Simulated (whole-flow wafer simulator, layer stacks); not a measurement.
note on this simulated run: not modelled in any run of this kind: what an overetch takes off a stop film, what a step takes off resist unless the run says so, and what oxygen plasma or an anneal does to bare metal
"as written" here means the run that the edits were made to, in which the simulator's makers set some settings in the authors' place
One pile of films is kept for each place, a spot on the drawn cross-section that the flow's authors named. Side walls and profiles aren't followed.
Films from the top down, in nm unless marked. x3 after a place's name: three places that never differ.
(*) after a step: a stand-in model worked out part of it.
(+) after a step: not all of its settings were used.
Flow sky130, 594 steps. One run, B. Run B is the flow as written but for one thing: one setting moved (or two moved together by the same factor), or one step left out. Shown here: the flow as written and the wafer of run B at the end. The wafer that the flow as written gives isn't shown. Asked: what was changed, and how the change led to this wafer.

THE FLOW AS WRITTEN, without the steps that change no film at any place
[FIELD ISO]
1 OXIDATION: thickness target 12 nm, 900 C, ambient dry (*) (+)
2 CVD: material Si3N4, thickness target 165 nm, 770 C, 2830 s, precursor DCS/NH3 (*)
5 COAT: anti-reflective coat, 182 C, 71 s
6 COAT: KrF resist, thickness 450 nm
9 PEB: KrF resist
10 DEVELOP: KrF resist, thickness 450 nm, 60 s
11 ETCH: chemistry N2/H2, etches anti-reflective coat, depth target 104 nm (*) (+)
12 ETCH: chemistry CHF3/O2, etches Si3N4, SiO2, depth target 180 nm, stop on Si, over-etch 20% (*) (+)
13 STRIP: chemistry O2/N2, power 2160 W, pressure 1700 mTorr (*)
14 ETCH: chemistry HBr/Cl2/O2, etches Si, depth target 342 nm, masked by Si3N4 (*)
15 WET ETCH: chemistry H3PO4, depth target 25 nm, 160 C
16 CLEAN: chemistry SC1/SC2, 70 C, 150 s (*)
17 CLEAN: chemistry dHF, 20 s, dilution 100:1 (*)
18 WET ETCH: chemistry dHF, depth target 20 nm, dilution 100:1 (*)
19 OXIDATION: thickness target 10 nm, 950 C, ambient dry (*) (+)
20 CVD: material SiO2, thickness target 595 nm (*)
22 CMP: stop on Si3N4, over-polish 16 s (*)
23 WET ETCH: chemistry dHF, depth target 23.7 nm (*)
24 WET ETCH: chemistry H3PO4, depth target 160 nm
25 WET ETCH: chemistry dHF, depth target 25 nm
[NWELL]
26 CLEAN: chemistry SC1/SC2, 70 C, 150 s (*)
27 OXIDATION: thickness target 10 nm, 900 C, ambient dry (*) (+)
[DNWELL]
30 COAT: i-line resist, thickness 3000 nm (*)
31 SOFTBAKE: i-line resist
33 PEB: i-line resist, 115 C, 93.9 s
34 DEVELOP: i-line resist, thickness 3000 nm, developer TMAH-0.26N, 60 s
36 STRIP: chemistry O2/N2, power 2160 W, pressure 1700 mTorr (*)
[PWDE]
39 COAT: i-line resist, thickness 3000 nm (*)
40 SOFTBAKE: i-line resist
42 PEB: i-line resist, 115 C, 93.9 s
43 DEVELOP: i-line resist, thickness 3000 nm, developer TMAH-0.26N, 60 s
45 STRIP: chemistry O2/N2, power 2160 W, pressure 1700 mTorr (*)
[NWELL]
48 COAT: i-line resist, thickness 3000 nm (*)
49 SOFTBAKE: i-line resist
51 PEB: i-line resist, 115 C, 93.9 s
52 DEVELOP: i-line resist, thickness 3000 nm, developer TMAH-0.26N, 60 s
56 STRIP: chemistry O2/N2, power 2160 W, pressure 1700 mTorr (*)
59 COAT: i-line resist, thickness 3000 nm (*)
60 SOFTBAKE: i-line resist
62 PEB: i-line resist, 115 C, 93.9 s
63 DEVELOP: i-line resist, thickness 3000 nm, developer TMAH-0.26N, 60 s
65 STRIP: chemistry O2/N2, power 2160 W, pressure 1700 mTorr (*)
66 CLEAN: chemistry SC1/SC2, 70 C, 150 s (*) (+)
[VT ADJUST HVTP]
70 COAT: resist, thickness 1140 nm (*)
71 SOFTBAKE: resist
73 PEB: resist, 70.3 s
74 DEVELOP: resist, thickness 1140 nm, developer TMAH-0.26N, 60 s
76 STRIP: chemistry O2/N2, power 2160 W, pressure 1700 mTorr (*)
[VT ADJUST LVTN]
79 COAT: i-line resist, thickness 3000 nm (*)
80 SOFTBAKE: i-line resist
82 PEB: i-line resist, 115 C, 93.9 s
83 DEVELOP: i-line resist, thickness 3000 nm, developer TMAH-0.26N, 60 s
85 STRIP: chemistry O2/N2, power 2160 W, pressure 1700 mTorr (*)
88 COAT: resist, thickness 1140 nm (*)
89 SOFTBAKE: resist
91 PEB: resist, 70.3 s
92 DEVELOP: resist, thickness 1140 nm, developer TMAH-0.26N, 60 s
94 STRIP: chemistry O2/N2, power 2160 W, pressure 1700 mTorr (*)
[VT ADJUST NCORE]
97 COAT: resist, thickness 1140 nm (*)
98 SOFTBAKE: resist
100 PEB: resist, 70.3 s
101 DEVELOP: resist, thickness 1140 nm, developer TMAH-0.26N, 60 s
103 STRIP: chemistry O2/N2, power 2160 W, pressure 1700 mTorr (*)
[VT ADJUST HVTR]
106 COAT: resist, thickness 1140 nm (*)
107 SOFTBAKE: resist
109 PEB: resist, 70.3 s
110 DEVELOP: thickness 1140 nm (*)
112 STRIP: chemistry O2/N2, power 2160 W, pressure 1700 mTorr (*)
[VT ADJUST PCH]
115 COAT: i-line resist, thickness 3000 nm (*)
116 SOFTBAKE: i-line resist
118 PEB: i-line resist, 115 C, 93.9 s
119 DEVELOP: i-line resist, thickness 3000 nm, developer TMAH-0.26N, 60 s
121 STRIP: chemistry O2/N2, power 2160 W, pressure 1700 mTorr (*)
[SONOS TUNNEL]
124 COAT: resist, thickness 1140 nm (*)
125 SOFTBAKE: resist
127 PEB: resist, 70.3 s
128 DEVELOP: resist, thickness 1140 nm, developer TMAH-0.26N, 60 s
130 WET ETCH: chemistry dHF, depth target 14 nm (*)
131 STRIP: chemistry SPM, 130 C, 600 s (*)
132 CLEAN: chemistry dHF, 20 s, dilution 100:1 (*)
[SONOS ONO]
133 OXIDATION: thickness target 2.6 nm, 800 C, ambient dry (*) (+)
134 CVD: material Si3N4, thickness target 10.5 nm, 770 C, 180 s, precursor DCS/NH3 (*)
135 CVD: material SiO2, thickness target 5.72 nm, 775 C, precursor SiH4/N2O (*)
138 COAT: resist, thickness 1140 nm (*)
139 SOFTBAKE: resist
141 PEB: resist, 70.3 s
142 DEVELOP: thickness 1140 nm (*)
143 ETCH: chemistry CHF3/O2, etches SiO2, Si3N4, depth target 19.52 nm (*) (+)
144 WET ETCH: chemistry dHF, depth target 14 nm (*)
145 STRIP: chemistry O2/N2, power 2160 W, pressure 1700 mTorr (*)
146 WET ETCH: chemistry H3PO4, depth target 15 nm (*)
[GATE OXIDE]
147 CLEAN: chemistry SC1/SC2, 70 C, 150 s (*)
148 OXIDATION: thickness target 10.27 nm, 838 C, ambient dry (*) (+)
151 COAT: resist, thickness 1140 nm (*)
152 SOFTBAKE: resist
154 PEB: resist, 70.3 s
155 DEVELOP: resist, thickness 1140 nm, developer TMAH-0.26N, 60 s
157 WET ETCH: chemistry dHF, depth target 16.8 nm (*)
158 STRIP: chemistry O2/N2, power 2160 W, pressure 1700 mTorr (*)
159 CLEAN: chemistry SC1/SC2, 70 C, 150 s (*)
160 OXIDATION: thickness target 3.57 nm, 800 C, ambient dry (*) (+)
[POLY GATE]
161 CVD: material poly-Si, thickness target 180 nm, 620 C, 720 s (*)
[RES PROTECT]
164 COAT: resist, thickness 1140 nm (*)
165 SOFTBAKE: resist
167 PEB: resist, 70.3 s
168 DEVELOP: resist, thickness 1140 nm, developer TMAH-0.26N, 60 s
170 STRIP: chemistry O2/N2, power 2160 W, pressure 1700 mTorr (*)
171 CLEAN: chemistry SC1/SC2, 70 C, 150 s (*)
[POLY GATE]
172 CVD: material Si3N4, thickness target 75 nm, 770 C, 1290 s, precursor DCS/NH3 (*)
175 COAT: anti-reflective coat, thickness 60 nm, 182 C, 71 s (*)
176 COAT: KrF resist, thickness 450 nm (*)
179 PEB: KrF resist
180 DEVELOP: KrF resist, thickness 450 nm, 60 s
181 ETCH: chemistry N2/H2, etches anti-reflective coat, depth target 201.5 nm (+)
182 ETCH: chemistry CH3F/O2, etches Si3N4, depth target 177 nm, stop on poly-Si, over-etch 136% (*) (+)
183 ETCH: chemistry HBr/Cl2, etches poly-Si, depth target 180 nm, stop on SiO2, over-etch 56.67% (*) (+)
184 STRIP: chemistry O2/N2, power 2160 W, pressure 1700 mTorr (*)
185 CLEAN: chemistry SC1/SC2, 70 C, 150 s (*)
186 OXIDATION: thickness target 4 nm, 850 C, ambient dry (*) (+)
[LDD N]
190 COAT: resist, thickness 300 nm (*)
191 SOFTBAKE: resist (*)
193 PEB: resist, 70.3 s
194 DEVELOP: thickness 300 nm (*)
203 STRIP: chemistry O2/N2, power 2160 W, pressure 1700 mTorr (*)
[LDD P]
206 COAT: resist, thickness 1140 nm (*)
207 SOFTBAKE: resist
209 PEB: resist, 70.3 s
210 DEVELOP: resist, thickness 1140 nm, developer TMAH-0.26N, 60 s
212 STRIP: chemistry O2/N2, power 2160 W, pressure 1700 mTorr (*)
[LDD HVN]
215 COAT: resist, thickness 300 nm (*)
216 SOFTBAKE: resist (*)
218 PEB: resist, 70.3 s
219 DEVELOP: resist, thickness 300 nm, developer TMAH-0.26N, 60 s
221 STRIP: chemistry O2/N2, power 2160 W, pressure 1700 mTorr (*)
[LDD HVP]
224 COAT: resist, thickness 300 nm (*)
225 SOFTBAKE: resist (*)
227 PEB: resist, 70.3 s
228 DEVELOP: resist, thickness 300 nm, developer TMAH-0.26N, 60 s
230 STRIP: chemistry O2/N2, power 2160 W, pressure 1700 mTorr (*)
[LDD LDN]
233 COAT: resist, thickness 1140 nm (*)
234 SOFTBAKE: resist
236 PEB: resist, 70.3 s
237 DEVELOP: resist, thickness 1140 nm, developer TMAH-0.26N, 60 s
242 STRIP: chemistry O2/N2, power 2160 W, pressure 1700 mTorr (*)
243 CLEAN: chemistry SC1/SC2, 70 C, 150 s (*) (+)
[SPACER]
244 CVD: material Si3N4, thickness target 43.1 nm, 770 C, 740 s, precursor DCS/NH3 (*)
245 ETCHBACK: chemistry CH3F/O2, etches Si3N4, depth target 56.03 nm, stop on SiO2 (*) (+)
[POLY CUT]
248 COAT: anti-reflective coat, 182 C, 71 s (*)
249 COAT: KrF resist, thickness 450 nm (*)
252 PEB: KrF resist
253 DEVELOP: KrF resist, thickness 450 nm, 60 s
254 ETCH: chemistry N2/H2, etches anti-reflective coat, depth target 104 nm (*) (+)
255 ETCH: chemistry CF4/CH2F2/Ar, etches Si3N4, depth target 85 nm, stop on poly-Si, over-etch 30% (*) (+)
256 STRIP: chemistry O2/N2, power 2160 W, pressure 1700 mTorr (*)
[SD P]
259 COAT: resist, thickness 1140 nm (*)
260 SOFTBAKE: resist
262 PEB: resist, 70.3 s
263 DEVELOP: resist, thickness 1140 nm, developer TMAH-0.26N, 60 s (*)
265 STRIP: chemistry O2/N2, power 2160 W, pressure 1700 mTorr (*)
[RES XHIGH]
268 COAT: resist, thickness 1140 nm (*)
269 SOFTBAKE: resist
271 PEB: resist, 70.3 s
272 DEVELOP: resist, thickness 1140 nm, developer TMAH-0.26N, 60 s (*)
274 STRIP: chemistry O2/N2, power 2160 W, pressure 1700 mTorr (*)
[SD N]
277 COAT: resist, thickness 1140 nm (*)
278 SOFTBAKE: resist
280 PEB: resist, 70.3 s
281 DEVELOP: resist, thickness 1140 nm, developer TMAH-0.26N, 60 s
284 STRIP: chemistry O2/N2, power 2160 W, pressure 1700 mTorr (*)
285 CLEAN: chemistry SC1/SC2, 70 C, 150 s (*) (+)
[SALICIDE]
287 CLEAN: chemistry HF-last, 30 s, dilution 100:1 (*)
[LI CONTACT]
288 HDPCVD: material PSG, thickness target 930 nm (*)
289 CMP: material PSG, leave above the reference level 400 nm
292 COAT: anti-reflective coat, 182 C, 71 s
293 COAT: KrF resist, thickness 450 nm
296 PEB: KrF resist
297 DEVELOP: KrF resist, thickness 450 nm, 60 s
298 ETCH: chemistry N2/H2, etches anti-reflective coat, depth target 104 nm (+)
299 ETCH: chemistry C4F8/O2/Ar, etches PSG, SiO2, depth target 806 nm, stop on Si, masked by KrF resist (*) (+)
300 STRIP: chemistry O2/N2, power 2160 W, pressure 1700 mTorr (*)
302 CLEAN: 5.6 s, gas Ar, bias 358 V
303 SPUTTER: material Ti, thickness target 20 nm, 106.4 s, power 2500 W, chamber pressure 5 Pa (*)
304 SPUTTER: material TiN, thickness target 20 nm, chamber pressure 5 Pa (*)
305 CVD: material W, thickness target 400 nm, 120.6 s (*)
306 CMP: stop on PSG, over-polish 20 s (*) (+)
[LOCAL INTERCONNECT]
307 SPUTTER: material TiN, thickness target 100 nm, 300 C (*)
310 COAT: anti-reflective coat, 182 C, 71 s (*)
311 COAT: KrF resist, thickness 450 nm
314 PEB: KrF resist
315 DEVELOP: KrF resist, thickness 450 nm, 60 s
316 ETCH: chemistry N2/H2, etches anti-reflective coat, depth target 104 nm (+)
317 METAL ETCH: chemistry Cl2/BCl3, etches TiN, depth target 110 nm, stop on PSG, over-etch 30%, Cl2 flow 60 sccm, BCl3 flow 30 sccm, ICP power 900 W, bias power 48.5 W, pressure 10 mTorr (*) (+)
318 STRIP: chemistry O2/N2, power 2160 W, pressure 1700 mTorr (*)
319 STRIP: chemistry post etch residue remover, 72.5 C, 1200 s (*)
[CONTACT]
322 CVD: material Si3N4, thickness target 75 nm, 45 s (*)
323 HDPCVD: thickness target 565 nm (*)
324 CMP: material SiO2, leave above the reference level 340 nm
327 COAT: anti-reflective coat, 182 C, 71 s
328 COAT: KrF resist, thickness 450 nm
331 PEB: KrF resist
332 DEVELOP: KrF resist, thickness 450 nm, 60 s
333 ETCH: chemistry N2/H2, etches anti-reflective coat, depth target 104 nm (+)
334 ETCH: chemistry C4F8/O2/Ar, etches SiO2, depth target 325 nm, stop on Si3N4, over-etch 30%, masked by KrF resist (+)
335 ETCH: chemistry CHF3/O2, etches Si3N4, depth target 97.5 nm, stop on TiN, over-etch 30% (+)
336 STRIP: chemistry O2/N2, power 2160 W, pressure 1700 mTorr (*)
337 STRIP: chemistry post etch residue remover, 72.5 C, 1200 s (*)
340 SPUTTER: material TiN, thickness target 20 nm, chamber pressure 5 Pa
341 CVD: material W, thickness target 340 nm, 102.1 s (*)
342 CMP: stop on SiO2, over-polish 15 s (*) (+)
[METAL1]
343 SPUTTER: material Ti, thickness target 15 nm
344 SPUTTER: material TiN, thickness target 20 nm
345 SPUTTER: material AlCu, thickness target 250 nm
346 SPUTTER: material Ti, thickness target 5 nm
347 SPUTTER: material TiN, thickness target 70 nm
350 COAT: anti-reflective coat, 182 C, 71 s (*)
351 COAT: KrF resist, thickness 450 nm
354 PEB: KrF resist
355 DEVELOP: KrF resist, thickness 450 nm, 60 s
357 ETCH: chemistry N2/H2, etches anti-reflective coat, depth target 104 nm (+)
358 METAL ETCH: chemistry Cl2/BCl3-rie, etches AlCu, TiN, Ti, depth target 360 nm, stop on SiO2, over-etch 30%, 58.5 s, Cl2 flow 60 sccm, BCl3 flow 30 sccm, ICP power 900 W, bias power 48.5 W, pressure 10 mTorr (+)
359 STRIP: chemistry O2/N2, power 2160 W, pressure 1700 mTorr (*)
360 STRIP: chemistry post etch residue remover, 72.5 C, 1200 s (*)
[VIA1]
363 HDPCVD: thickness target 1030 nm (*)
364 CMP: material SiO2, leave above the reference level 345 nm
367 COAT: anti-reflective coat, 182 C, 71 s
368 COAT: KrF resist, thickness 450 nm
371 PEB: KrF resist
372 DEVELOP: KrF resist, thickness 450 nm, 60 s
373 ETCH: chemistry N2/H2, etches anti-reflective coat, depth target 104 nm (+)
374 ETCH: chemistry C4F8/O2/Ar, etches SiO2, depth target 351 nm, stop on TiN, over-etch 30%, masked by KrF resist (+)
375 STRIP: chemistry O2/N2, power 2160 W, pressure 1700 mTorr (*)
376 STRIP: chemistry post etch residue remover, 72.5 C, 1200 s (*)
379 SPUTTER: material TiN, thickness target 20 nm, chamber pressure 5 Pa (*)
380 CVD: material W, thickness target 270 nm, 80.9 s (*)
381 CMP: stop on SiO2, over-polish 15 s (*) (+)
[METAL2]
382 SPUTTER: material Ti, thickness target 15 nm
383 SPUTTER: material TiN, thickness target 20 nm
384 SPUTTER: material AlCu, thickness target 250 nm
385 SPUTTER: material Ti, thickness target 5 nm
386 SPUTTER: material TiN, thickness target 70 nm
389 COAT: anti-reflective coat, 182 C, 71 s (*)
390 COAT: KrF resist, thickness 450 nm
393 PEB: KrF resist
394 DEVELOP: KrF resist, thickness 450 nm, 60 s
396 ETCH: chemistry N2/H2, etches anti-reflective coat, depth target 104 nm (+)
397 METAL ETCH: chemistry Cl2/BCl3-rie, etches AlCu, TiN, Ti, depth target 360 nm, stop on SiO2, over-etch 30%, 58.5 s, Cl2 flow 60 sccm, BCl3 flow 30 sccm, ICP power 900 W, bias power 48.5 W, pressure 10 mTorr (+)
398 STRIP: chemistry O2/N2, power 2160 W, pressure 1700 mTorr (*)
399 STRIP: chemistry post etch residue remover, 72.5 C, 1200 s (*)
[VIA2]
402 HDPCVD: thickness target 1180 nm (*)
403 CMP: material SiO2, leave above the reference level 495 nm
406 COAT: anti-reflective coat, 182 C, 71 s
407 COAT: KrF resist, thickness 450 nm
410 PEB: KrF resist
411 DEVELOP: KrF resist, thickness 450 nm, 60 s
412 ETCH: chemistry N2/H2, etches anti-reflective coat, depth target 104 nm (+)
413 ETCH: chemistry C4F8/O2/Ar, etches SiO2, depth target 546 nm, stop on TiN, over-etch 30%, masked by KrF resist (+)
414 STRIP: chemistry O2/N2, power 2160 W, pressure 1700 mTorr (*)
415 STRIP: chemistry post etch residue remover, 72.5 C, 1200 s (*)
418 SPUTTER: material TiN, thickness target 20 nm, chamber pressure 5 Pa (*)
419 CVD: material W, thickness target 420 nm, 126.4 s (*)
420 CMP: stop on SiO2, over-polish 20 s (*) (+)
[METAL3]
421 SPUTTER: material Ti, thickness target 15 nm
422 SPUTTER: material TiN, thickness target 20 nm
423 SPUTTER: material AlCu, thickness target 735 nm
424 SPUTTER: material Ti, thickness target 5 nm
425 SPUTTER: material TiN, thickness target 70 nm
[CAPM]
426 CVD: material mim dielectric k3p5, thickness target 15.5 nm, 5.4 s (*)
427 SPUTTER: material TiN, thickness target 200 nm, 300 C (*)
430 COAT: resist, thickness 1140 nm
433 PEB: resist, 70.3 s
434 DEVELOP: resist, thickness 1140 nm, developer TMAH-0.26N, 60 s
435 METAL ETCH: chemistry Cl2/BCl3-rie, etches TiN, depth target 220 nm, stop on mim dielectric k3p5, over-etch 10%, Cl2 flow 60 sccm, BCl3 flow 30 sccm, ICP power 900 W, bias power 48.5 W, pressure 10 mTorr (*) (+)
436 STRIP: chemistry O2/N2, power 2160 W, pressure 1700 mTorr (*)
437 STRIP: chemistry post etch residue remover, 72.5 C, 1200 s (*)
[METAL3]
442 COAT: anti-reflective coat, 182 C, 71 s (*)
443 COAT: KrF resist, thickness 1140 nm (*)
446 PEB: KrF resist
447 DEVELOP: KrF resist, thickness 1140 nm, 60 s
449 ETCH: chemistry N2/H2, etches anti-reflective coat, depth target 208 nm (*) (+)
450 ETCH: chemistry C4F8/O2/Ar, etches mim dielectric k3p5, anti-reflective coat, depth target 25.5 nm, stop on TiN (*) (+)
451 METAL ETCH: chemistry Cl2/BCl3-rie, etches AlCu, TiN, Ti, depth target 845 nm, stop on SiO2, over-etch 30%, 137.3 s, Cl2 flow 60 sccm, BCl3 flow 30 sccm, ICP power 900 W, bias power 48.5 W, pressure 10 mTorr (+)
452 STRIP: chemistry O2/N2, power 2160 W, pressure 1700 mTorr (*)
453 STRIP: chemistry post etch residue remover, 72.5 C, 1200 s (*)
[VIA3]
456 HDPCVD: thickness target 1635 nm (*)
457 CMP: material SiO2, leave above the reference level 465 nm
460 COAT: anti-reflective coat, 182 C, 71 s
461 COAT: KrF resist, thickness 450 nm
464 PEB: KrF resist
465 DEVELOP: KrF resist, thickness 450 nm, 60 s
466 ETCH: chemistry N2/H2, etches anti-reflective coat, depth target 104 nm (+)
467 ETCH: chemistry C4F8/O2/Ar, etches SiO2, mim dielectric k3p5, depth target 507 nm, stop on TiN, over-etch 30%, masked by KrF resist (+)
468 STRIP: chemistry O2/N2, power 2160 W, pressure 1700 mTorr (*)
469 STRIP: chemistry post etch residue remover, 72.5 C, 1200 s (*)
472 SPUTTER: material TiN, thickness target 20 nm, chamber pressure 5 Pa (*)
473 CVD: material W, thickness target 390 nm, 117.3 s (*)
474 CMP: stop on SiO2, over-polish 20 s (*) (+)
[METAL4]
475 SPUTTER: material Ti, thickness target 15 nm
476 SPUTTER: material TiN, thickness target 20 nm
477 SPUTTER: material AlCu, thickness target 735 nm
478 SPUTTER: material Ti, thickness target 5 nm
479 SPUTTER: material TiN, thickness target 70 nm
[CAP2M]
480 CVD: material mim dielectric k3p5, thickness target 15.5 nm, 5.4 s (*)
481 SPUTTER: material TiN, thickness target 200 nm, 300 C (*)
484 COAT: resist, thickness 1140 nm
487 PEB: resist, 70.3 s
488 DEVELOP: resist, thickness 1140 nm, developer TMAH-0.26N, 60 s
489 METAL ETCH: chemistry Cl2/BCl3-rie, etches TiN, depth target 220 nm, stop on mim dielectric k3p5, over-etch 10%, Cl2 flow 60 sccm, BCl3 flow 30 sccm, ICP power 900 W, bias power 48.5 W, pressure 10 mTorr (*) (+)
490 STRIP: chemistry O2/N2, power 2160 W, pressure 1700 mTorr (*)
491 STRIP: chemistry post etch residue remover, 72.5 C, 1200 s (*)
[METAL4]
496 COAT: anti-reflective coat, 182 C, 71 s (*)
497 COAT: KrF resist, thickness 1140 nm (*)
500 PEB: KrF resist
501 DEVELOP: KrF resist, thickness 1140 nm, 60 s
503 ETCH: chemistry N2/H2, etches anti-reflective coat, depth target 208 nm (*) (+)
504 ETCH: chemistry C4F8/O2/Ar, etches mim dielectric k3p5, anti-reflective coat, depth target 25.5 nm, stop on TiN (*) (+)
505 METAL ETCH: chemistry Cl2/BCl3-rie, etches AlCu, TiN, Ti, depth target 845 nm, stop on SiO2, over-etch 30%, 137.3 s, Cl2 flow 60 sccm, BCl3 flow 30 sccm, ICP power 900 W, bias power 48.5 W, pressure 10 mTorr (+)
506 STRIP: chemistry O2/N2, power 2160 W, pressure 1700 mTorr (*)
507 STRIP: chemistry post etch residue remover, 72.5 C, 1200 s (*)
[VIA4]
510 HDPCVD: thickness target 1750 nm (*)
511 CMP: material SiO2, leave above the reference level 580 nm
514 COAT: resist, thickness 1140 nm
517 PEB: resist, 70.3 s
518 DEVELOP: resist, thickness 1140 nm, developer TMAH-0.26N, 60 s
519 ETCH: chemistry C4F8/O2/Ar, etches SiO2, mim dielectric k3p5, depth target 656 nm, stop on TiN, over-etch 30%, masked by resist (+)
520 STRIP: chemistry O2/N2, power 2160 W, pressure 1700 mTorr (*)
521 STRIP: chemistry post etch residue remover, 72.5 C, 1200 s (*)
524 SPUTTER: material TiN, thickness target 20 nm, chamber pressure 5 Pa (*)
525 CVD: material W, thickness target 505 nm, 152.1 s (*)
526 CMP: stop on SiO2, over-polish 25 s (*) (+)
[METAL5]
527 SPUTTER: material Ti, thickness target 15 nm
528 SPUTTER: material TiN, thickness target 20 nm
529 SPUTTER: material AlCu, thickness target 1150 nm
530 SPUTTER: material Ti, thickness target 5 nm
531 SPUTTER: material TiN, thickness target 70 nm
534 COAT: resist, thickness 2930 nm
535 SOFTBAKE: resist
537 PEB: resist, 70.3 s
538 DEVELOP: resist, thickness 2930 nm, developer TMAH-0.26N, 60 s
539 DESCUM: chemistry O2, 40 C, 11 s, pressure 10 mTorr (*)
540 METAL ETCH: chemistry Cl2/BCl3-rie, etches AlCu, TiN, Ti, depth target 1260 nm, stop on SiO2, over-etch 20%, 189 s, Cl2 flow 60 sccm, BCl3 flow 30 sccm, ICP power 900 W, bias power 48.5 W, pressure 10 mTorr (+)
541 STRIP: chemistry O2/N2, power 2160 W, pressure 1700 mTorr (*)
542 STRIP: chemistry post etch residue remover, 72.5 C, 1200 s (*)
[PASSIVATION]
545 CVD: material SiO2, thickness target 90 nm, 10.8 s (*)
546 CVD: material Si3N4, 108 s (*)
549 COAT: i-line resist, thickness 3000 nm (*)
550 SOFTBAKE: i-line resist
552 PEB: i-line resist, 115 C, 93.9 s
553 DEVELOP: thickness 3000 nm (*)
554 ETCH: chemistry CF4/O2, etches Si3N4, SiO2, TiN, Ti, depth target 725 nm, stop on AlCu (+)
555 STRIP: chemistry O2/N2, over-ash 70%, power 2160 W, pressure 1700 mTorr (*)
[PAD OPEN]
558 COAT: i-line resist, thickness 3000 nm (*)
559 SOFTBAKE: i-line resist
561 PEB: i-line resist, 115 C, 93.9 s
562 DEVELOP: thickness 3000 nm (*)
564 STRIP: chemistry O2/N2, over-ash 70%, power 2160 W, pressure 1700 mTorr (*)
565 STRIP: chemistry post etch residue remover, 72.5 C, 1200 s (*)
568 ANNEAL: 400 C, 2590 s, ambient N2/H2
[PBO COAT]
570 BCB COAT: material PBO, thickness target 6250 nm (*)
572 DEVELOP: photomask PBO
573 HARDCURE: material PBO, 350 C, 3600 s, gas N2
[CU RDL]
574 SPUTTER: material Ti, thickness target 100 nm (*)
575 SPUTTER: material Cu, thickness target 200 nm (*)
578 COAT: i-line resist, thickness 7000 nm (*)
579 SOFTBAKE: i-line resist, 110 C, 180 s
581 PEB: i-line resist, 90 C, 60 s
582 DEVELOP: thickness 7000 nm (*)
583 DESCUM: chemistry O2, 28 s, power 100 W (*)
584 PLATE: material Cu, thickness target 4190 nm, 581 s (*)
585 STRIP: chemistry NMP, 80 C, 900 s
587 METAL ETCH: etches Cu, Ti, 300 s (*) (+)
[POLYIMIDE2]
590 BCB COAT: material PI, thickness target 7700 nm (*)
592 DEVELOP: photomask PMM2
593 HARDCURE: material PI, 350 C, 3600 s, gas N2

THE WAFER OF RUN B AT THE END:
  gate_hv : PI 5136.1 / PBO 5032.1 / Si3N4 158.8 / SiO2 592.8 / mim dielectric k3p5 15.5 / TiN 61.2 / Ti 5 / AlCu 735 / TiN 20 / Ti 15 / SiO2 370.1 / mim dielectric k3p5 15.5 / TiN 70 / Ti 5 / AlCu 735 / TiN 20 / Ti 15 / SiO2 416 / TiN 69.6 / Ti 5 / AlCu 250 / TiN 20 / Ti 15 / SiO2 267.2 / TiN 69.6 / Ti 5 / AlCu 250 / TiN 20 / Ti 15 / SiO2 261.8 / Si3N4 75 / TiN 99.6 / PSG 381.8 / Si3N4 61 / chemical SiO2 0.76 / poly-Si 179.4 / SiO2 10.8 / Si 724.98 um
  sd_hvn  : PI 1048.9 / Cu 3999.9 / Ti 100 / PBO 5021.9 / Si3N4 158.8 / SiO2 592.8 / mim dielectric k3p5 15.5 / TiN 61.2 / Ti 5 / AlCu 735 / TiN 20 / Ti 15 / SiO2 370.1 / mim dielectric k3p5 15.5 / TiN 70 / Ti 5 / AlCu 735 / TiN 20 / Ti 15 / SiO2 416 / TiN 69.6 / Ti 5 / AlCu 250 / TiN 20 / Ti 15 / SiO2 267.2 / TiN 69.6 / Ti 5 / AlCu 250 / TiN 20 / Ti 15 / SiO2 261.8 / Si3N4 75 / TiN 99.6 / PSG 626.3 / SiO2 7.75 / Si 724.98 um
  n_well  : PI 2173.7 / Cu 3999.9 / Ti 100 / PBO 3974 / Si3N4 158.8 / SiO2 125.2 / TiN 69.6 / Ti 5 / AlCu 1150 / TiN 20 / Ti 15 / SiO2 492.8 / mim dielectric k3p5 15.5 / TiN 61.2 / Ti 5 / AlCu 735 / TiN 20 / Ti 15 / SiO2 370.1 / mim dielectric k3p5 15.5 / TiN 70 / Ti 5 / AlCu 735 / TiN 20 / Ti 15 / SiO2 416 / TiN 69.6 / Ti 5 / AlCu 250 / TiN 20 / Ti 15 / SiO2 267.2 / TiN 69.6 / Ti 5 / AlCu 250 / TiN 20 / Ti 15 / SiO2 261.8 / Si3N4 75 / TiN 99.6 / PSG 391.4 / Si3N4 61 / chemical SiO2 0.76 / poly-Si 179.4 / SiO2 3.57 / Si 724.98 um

The cause: step 479, SPUTTER: thickness target 61.2 nm was run, where the flow has thickness target 70 nm.
It can be read off the wafer: gate_hv has TiN 61.2, and step 479 as written asks for 70 nm.

How the change led to this, step by step:
  479 SPUTTER: material TiN, thickness target 70 nm
      field, active, n_well and 189 more: TiN +61.2 (new film) (as written it would be: TiN +70 (new film))
  505 METAL ETCH: chemistry Cl2/BCl3-rie, etches AlCu, TiN, Ti, depth target 845 nm, stop on SiO2, over-etch 30%, 137.3 s, Cl2 flow 60 sccm, BCl3 flow 30 sccm, ICP power 900 W, bias power 48.5 W, pressure 10 mTorr (+)
      field, gate, spacer and 68 more: TiN -61.2 (all of it), Ti -5 (all of it), AlCu -735 (all of it), TiN -20 (all of it), Ti -15 (all of it), SiO2 -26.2 (as written it would be: TiN -70 (all of it), Ti -5 (all of it), AlCu -735 (all of it), TiN -20 (all of it), Ti -15 (all of it), SiO2 -25.4)
      active, vpp_iso1, mim_edge_plate and 14 more: TiN -61.2 (all of it), Ti -5 (all of it), AlCu -735 (all of it), TiN -20 (all of it), Ti -15 (all of it), SiO2 -26.2 (as written it would be: TiN -70 (all of it), Ti -5 (all of it), AlCu -735 (all of it), TiN -20 (all of it), Ti -15 (all of it), SiO2 -25.3)
